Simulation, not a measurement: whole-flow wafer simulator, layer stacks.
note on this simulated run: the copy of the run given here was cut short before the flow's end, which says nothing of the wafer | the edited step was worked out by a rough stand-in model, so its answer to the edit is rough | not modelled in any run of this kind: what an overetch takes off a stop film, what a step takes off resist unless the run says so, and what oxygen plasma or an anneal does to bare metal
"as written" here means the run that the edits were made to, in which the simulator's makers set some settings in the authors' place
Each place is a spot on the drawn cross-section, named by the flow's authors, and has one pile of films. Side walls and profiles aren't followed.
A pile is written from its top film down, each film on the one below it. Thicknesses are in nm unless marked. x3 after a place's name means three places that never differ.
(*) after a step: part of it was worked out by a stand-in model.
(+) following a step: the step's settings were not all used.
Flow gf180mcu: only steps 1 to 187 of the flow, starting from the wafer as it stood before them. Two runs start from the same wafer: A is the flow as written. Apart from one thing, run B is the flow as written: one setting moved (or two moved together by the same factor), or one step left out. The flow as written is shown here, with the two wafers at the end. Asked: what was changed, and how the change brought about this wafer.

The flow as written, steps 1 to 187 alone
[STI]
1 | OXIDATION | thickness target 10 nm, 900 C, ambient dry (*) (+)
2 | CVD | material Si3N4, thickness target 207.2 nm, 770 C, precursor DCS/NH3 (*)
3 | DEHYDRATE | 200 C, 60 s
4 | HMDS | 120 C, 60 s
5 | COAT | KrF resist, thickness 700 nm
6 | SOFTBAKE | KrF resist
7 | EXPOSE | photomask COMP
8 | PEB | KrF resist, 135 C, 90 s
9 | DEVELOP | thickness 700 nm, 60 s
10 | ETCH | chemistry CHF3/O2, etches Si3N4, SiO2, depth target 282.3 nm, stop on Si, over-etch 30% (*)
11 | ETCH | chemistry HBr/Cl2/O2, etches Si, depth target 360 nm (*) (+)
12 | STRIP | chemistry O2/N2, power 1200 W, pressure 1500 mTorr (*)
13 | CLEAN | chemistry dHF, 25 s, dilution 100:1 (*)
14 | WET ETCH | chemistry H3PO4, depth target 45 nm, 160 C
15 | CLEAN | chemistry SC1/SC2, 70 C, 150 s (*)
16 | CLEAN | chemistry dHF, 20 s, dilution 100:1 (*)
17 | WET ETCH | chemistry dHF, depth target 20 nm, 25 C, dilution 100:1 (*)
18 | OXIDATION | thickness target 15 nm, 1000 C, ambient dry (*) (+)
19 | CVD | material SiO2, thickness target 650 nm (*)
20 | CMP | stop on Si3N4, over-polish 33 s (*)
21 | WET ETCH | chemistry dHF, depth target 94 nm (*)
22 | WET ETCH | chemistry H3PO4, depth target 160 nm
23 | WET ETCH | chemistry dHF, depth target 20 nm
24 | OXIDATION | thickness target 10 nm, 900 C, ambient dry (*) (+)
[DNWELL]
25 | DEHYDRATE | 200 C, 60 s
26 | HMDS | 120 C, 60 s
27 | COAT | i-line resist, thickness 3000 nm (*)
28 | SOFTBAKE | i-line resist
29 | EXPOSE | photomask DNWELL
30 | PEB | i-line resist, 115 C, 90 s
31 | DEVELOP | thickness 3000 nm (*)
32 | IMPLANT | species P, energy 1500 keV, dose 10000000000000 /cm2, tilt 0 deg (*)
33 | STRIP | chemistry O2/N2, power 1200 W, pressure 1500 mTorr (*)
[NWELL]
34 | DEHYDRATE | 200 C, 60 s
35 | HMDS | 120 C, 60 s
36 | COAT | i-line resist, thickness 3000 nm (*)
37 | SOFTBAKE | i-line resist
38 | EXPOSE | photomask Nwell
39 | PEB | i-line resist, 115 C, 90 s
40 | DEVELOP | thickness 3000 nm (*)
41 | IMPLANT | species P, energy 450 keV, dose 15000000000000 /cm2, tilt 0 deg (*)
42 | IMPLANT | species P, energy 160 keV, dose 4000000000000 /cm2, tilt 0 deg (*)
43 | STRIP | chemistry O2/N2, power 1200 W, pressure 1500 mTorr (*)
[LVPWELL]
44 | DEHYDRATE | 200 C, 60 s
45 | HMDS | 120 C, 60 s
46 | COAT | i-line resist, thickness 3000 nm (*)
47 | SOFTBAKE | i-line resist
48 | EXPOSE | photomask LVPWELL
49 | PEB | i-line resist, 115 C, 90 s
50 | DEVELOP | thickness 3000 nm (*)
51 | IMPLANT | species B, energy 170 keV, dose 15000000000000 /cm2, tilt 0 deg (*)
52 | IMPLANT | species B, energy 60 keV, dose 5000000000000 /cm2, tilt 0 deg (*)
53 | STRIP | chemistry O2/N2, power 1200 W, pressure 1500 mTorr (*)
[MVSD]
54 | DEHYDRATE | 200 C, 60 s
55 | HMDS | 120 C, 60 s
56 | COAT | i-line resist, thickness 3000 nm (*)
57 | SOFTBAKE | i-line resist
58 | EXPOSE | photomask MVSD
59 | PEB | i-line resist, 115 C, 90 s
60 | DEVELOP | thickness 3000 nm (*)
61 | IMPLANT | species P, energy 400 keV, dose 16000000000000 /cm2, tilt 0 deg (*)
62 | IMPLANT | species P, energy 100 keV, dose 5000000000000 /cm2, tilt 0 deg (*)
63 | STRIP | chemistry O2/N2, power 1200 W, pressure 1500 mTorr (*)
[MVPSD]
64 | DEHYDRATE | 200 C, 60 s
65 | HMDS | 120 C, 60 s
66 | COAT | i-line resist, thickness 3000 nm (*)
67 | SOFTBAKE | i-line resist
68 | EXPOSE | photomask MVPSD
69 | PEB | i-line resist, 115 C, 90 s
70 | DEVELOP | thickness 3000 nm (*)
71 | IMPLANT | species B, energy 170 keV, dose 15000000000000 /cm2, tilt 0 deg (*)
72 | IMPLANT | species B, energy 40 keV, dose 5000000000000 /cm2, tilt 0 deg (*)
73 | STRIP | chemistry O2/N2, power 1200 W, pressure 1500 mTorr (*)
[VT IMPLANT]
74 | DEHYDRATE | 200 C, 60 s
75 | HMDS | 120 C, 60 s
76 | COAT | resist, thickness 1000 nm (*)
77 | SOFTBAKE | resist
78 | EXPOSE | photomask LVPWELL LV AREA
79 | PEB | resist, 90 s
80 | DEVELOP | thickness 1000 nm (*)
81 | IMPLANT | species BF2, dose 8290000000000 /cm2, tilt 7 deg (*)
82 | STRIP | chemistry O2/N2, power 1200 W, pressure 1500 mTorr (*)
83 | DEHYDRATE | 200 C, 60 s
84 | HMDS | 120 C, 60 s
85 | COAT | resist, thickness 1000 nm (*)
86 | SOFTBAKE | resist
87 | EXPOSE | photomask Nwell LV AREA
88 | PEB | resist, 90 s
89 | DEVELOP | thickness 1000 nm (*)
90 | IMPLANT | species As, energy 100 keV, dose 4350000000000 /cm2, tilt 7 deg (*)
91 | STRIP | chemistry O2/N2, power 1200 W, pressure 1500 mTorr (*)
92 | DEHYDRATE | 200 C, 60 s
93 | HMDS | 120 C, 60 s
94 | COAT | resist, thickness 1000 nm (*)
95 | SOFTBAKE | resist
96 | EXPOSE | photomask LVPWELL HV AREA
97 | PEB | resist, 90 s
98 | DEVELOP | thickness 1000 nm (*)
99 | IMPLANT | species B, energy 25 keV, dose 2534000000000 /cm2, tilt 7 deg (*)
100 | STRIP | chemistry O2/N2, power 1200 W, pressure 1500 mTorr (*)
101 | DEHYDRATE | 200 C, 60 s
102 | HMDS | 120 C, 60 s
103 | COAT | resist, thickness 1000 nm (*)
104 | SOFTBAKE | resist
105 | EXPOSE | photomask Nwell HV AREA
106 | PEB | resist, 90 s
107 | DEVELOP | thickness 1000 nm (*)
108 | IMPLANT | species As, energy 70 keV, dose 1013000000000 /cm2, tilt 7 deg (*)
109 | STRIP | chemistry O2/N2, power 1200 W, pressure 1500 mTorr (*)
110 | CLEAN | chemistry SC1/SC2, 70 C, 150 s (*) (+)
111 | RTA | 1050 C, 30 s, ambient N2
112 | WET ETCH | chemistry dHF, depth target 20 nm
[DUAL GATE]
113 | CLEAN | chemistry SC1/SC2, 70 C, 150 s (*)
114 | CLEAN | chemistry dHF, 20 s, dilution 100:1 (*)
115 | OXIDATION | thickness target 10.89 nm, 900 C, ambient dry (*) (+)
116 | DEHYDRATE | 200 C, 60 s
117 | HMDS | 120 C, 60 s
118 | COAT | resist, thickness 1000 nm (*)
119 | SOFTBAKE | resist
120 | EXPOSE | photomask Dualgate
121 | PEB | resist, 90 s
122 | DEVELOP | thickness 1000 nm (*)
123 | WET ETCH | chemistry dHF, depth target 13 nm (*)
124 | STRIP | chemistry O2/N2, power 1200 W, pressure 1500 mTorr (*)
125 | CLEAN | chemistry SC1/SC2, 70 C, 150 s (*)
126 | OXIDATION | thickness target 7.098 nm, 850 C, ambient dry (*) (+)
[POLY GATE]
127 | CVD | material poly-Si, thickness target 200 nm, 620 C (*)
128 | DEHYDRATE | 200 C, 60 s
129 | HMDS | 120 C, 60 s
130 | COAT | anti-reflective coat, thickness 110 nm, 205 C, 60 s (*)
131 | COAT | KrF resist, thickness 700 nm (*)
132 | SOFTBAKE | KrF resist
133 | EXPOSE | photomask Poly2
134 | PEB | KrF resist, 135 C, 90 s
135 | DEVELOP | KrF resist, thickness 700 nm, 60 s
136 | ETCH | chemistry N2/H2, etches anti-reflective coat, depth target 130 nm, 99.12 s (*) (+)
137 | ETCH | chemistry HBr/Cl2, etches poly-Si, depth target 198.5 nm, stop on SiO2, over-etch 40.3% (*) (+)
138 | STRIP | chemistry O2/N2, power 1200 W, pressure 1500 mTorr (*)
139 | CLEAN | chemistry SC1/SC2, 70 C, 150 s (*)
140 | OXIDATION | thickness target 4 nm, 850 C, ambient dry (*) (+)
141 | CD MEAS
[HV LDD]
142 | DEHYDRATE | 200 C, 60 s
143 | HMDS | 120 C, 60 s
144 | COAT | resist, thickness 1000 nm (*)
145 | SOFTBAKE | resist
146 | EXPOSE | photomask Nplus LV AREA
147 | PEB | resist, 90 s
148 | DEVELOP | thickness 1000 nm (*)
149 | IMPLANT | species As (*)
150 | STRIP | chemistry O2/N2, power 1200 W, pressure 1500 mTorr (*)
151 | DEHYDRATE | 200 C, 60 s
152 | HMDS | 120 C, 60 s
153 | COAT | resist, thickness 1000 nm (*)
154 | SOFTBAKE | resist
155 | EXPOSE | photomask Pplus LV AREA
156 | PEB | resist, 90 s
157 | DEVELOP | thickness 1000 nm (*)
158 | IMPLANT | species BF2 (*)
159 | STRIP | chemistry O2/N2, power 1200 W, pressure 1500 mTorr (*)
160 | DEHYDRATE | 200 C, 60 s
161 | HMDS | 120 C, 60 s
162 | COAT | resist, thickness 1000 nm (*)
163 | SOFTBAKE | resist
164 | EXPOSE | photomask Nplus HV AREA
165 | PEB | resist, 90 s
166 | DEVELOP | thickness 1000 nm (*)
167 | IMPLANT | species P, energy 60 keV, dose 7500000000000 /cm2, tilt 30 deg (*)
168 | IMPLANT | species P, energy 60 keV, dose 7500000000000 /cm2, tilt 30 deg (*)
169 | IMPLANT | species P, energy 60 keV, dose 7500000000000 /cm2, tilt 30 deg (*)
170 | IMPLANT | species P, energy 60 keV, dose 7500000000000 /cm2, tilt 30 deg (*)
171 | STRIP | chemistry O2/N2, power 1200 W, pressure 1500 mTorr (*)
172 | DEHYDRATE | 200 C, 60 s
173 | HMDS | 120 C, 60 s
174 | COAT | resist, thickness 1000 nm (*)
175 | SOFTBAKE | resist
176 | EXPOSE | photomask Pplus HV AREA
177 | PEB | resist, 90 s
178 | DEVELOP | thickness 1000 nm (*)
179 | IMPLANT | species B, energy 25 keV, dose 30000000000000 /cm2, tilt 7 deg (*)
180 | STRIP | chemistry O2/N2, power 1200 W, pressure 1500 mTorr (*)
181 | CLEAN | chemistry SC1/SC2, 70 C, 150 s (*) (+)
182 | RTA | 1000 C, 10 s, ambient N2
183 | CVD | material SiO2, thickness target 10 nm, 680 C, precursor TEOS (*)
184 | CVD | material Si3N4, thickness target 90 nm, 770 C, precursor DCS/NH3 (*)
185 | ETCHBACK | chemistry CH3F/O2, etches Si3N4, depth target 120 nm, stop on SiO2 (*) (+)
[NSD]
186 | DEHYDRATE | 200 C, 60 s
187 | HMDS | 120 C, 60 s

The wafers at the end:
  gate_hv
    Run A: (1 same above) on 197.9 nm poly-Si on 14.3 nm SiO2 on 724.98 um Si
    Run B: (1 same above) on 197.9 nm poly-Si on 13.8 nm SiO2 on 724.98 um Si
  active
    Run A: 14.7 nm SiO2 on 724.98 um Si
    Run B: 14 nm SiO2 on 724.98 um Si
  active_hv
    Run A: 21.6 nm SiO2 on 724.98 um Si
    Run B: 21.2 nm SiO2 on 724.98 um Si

Cause: step 126, OXIDATION: 838 C was run, though the flow has 850 C.

How this came from the change, step by step:
  126 | OXIDATION | thickness target 7.098 nm, 850 C, ambient dry (*) (+)
      gate_hv, active_hv, active_nat and 25 more: A SiO2 gains 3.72, Si loses 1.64 | B SiO2 gains 3.21, Si loses 1.41
      active, n_well, p_well and 12 more: A SiO2 gains 7.1 (new film), chemical SiO2 loses 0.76 (all of it), Si loses 2.79 | B SiO2 gains 6.34 (new film), chemical SiO2 loses 0.76 (all of it), Si loses 2.46
